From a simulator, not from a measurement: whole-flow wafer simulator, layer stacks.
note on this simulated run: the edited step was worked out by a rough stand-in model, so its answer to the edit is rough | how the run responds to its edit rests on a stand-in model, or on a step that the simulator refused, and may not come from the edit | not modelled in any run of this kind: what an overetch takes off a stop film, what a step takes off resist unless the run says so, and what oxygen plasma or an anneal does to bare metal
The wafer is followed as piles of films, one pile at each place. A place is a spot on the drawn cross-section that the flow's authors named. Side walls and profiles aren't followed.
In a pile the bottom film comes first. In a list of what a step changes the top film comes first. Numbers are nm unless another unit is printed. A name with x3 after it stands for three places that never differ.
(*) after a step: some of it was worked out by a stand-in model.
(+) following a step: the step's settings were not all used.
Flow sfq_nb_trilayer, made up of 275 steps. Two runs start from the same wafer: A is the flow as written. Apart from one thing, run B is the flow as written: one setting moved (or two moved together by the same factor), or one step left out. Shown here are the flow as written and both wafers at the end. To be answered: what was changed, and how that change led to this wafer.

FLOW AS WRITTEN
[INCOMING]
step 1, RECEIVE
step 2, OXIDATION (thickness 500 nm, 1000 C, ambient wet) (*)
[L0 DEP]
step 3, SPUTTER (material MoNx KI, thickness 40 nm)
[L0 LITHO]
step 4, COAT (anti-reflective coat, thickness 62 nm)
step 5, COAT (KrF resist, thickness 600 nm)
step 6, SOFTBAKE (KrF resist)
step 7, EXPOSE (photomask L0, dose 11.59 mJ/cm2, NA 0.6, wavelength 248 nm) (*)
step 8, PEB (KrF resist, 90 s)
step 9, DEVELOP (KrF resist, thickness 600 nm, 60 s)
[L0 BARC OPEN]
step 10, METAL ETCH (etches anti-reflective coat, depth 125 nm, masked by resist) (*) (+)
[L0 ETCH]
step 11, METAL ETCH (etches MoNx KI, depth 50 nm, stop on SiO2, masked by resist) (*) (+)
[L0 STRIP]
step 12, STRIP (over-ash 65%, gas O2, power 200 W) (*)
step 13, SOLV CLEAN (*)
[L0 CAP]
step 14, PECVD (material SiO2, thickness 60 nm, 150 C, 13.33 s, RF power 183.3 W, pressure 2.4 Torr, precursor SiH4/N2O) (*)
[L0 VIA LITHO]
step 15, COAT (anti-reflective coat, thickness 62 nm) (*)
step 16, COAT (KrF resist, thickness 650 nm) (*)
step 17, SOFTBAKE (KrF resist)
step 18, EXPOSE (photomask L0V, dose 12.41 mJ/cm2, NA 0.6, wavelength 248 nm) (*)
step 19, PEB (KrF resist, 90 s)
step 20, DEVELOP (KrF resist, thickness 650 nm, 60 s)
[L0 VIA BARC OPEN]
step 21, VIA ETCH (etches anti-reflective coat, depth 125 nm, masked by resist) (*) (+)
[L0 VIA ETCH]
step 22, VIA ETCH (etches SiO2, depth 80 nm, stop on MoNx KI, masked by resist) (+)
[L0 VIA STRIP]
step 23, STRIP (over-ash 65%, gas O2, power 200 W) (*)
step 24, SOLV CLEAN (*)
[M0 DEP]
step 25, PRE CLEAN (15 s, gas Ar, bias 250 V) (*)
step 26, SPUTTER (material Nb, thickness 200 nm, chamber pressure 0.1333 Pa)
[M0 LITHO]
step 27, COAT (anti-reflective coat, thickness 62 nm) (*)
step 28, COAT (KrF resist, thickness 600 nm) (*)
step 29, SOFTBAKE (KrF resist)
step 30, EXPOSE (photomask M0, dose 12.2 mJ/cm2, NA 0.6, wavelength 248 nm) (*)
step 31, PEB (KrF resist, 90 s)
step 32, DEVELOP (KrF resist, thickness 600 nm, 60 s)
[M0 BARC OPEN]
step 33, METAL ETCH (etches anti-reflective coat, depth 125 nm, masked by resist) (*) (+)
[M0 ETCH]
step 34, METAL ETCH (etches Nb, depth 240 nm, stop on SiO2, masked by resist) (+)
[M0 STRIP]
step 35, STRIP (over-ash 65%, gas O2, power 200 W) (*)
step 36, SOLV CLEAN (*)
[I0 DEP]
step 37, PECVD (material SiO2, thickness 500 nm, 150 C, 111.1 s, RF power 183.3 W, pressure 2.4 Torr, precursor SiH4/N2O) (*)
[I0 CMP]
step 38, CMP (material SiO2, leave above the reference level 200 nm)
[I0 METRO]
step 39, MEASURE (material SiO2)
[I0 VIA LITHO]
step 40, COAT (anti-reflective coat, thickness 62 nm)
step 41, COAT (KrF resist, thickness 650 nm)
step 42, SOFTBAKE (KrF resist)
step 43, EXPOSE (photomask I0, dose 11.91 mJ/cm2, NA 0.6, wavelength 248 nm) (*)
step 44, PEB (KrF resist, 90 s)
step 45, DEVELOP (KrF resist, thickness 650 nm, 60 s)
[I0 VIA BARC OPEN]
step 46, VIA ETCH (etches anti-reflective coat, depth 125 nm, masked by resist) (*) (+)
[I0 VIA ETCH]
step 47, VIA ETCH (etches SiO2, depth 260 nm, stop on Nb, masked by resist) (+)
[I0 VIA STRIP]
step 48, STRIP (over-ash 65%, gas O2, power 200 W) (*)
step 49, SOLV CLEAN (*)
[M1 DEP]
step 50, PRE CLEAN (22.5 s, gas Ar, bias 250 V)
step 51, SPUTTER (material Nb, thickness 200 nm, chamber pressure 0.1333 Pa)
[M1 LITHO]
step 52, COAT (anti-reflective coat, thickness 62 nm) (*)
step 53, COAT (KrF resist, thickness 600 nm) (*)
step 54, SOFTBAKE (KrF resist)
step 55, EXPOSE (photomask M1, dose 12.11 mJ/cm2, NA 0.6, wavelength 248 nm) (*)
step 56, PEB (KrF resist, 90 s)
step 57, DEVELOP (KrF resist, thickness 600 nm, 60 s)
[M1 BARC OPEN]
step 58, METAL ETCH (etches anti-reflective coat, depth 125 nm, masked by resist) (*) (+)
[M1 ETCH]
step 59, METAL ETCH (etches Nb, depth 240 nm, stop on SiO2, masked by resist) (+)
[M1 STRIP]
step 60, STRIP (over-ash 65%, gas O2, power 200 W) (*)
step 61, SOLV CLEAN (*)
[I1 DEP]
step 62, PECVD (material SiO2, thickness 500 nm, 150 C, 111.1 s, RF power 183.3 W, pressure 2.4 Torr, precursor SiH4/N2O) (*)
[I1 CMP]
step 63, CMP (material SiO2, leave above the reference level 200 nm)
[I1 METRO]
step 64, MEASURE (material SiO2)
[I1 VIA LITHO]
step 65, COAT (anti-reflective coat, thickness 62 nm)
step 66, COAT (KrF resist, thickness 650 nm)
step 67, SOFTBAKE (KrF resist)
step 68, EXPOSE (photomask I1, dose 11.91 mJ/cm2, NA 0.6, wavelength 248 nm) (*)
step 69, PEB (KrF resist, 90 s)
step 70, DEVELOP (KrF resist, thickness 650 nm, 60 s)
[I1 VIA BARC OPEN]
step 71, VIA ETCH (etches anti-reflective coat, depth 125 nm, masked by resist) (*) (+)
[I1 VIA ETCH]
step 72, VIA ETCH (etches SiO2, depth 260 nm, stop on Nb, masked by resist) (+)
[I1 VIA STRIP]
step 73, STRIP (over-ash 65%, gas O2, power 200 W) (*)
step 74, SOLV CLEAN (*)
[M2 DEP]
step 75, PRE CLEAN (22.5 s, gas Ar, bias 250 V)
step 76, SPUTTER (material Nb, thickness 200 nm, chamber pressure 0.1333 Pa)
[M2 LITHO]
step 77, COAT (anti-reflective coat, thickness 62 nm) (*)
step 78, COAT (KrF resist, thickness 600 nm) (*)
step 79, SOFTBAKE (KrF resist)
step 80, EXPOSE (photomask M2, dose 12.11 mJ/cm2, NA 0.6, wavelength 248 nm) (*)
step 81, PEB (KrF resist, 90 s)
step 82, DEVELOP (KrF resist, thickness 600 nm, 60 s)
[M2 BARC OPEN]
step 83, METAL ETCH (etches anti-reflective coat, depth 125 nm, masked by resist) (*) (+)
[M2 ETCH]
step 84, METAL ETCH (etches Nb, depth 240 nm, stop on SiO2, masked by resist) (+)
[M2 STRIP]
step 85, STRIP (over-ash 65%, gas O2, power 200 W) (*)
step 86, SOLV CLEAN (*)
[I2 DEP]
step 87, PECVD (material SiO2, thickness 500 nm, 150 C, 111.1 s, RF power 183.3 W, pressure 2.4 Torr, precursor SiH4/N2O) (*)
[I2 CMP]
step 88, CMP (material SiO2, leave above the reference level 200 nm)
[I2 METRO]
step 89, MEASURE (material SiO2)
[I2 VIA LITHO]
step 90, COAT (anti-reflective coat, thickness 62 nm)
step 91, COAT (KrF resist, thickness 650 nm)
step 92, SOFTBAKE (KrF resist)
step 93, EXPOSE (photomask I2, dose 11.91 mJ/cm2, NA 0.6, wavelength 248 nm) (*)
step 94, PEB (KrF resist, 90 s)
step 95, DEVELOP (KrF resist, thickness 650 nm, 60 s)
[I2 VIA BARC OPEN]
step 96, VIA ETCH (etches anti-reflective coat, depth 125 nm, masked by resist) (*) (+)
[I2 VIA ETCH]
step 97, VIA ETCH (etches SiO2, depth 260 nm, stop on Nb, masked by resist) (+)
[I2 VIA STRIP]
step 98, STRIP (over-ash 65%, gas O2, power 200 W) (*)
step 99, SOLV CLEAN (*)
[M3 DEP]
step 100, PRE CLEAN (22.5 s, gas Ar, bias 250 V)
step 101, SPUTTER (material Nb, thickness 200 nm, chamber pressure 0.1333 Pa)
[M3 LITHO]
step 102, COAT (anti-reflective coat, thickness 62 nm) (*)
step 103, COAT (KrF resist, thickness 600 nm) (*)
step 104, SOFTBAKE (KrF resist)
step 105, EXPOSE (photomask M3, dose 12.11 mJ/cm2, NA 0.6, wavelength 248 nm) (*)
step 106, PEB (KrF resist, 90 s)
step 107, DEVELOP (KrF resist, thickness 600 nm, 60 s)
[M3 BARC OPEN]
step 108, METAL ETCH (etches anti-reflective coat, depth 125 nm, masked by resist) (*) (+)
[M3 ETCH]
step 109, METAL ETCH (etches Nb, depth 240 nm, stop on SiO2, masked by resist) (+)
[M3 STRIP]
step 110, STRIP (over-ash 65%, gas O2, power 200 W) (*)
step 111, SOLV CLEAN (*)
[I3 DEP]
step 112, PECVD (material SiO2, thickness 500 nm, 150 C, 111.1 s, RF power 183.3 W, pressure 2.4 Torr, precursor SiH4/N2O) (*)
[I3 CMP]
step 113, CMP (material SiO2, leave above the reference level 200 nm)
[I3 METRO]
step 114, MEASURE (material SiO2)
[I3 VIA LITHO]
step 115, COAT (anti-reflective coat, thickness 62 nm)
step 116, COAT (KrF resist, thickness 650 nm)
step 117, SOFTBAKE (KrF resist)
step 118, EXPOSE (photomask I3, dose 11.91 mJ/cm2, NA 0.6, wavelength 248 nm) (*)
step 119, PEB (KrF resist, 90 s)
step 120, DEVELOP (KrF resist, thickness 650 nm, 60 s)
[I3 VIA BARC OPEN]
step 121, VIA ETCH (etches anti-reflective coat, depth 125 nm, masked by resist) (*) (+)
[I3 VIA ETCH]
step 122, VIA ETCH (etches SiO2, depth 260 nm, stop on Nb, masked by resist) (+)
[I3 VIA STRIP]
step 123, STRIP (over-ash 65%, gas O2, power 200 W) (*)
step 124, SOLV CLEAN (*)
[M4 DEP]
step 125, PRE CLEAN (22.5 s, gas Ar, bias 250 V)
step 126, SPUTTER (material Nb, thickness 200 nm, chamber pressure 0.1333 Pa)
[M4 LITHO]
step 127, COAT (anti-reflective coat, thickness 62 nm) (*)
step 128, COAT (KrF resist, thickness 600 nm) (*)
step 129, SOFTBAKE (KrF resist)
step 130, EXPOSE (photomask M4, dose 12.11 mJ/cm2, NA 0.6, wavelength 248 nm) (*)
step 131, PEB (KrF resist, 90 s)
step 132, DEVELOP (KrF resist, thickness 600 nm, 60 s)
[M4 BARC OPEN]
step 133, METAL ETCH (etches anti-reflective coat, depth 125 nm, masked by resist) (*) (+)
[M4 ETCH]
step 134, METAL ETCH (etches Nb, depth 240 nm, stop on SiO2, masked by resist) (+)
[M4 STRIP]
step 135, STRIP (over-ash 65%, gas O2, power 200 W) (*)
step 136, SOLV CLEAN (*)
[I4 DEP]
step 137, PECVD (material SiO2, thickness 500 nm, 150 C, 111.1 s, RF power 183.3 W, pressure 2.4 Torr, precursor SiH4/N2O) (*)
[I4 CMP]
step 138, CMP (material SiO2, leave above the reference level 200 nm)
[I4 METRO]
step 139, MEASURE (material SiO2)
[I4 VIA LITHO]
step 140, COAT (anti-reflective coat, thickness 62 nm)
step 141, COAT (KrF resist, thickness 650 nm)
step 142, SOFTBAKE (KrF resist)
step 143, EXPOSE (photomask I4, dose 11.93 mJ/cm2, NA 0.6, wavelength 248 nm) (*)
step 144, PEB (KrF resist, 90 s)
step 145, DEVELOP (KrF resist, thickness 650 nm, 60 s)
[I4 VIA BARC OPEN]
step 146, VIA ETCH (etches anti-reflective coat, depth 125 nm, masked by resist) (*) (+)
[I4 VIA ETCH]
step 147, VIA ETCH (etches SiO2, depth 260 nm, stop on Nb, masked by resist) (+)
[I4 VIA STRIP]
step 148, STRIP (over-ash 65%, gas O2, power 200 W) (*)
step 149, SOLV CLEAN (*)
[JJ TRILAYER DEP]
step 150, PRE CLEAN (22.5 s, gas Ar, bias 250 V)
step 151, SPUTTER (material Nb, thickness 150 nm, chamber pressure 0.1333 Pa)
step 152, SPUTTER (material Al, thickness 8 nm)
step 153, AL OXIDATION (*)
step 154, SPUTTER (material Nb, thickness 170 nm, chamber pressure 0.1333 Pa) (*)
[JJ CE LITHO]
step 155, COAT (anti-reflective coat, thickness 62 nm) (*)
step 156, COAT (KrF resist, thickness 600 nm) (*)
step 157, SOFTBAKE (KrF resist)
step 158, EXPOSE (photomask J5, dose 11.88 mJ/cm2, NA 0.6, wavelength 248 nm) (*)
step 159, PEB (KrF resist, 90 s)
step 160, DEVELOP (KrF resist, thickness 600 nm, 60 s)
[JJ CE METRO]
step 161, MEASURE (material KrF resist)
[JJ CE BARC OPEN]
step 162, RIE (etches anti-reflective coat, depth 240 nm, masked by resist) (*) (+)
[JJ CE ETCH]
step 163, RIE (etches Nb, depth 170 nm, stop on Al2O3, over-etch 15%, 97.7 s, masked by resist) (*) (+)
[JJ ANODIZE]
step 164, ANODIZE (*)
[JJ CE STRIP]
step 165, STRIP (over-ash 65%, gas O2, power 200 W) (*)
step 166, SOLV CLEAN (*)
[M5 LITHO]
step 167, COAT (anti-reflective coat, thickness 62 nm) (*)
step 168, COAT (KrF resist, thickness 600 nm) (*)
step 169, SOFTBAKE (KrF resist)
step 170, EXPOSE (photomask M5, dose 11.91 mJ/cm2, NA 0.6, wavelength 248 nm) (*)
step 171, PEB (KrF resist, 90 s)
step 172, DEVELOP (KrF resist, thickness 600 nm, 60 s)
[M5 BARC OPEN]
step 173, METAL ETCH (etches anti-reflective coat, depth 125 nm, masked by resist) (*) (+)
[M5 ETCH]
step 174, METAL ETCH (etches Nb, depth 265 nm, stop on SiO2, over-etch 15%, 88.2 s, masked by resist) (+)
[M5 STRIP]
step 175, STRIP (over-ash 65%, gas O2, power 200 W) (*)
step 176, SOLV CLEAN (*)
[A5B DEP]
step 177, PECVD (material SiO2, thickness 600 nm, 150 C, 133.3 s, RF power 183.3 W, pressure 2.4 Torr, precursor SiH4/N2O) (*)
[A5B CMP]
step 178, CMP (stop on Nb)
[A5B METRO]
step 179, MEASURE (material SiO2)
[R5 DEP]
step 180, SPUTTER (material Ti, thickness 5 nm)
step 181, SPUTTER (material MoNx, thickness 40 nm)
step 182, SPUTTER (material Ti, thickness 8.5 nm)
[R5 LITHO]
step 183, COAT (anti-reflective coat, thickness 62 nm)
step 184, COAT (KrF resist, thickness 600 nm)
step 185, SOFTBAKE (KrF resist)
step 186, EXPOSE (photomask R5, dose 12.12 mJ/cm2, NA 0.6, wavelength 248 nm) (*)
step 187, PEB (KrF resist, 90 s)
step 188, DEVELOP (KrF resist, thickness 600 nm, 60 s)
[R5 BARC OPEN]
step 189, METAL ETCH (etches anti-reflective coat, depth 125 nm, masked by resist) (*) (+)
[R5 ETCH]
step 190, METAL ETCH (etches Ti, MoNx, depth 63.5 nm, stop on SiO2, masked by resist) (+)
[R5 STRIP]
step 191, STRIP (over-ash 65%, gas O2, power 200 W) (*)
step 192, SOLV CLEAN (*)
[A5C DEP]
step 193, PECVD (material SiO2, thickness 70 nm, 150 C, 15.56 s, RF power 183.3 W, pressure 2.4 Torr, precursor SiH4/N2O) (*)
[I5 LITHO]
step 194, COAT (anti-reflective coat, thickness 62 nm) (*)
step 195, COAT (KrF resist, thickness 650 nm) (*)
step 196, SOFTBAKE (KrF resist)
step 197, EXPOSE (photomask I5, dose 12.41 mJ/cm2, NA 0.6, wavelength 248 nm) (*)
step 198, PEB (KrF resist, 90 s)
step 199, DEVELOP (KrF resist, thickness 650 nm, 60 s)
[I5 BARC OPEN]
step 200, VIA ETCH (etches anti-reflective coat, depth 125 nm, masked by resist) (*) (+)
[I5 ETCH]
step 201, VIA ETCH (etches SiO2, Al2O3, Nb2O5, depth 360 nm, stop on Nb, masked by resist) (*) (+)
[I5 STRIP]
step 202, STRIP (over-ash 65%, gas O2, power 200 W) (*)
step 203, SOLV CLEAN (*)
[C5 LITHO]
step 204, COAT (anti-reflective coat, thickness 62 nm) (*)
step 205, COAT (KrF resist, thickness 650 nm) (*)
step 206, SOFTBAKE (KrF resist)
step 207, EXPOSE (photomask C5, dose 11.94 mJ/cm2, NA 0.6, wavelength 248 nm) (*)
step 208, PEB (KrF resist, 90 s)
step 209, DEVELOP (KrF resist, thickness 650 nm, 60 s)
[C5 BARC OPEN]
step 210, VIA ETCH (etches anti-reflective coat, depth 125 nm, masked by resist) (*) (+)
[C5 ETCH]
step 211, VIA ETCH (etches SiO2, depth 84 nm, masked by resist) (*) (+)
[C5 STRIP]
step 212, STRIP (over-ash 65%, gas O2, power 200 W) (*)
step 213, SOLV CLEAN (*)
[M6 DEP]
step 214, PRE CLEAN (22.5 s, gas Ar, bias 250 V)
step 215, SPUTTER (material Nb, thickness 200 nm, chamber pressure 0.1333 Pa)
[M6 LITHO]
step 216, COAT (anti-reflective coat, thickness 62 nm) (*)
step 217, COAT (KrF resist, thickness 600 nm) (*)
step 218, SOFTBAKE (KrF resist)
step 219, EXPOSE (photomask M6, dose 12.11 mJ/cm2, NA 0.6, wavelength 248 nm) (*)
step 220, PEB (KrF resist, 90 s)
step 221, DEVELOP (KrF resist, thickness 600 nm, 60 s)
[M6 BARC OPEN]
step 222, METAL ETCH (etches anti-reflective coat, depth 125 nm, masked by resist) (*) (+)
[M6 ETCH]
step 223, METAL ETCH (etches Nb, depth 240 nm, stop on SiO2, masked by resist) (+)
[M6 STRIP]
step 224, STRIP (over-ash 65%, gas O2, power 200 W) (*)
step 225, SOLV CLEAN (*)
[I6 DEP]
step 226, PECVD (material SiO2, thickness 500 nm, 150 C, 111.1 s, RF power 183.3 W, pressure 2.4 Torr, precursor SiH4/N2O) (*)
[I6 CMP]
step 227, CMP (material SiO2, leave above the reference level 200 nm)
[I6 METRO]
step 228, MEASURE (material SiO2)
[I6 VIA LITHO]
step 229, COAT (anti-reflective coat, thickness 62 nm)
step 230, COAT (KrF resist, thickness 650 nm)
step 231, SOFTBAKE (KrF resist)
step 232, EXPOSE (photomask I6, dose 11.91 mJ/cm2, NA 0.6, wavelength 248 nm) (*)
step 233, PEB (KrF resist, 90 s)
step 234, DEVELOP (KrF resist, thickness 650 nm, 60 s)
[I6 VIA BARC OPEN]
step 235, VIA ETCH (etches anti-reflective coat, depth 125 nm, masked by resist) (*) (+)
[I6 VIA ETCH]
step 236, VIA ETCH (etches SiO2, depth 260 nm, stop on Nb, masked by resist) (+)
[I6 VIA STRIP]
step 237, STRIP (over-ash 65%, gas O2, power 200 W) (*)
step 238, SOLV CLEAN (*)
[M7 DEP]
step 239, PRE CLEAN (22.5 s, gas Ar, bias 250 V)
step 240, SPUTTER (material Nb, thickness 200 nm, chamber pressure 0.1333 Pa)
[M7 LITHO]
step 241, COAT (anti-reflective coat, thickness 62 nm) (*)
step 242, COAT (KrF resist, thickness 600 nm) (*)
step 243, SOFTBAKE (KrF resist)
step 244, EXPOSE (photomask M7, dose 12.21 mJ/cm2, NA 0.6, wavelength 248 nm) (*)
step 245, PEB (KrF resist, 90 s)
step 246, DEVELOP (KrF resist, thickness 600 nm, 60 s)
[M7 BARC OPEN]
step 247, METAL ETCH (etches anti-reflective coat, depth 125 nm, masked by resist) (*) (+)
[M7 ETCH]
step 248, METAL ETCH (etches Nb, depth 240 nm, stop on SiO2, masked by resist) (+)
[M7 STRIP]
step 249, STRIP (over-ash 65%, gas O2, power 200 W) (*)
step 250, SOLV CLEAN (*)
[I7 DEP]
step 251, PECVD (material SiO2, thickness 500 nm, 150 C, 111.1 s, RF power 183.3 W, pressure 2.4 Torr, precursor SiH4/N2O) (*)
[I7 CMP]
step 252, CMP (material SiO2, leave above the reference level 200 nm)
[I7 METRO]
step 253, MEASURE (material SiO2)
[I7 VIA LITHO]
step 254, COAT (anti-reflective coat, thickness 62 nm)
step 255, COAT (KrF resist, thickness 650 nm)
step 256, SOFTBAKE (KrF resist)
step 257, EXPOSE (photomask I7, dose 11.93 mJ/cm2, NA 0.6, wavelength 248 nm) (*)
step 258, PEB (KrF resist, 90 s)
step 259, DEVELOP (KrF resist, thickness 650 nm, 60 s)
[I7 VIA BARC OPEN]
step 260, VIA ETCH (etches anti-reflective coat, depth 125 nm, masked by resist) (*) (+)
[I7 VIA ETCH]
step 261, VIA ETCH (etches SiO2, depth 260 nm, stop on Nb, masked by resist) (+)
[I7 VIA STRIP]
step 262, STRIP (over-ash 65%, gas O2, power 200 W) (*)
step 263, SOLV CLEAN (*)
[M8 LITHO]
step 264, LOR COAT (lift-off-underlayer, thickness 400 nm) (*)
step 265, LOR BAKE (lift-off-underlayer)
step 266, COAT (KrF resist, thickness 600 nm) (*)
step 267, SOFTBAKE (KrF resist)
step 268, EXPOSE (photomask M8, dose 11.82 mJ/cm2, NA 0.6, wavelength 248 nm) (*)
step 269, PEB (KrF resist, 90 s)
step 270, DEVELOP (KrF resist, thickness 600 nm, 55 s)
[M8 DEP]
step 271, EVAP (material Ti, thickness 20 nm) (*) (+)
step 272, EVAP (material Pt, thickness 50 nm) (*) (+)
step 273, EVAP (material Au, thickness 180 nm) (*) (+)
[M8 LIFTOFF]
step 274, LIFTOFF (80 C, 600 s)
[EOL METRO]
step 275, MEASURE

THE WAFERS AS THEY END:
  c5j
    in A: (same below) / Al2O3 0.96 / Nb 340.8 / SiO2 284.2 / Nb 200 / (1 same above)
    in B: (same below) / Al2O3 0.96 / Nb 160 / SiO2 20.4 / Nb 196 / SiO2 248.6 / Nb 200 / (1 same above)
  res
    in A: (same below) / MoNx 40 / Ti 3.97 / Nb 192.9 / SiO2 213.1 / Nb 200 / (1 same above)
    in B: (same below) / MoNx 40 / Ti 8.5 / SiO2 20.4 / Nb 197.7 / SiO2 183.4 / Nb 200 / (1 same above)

Cause: step 211, VIA ETCH: depth 42 nm was run, while the flow as written has depth 84 nm.

How this came from the change, step by step:
  step 211, VIA ETCH (etches SiO2, depth 84 nm, masked by resist) (*) (+)
      c5j: A -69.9 SiO2 (all of it), -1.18 Nb | B -42 SiO2
      res: A -69.9 SiO2 (all of it) | B -42 SiO2
      (and at 104 other places as well)
  step 214, PRE CLEAN (22.5 s, gas Ar, bias 250 V)
      c5j: A -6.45 Nb | B -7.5 SiO2
      res: A -4.53 Ti | B -7.5 SiO2
  step 215, SPUTTER (material Nb, thickness 200 nm, chamber pressure 0.1333 Pa)
      c5j: A +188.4 Nb | B +196 Nb (new film)
      res: A +192.9 Nb (new film) | B +197.7 Nb (new film)
  step 216, COAT (anti-reflective coat, thickness 62 nm) (*)
      ce_l: A +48 anti-reflective coat (new film) | B +55.2 anti-reflective coat (new film)
      c5j: A +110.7 anti-reflective coat (new film) | B +90.7 anti-reflective coat (new film)
      (and at 4 other places as well)
  step 217, COAT (KrF resist, thickness 600 nm) (*)
      res: A +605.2 KrF resist (new film) | B +592.6 KrF resist (new film)
  step 224, STRIP (over-ash 65%, gas O2, power 200 W) (*)
      ce_l: A -397.1 KrF resist (all of it), -48 anti-reflective coat (all of it) | B -392.8 KrF resist (all of it), -55.2 anti-reflective coat (all of it)
      c5j: A -418.3 KrF resist (all of it), -110.7 anti-reflective coat (all of it) | B -406 KrF resist (all of it), -90.7 anti-reflective coat (all of it)
      (and at 4 other places as well)
  step 226, PECVD (material SiO2, thickness 500 nm, 150 C, 111.1 s, RF power 183.3 W, pressure 2.4 Torr, precursor SiH4/N2O) (*)
      c5j: A +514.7 SiO2 (new film) | B +500 SiO2 (new film)
  step 227, CMP (material SiO2, leave above the reference level 200 nm)
      c5j: A -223 SiO2 | B -243.9 SiO2
      res: A -279.4 SiO2 | B -309.1 SiO2
Taking metal films that touch as one body, c5j has 5 bodies (between them, from the top down: SiO2 248.6; SiO2 20.4; Al2O3 0.96; SiO2 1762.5); the flow as written gives 4 bodies (between them, from the top down: SiO2 284.2; Al2O3 0.96; SiO2 1762.5).
Taking metal films that touch as one body, res has 4 bodies (between them, from the top down: SiO2 183.4; SiO2 20.4; SiO2 2090.9); the flow as written gives 3 bodies (between them, from the top down: SiO2 213.1; SiO2 2090.9).
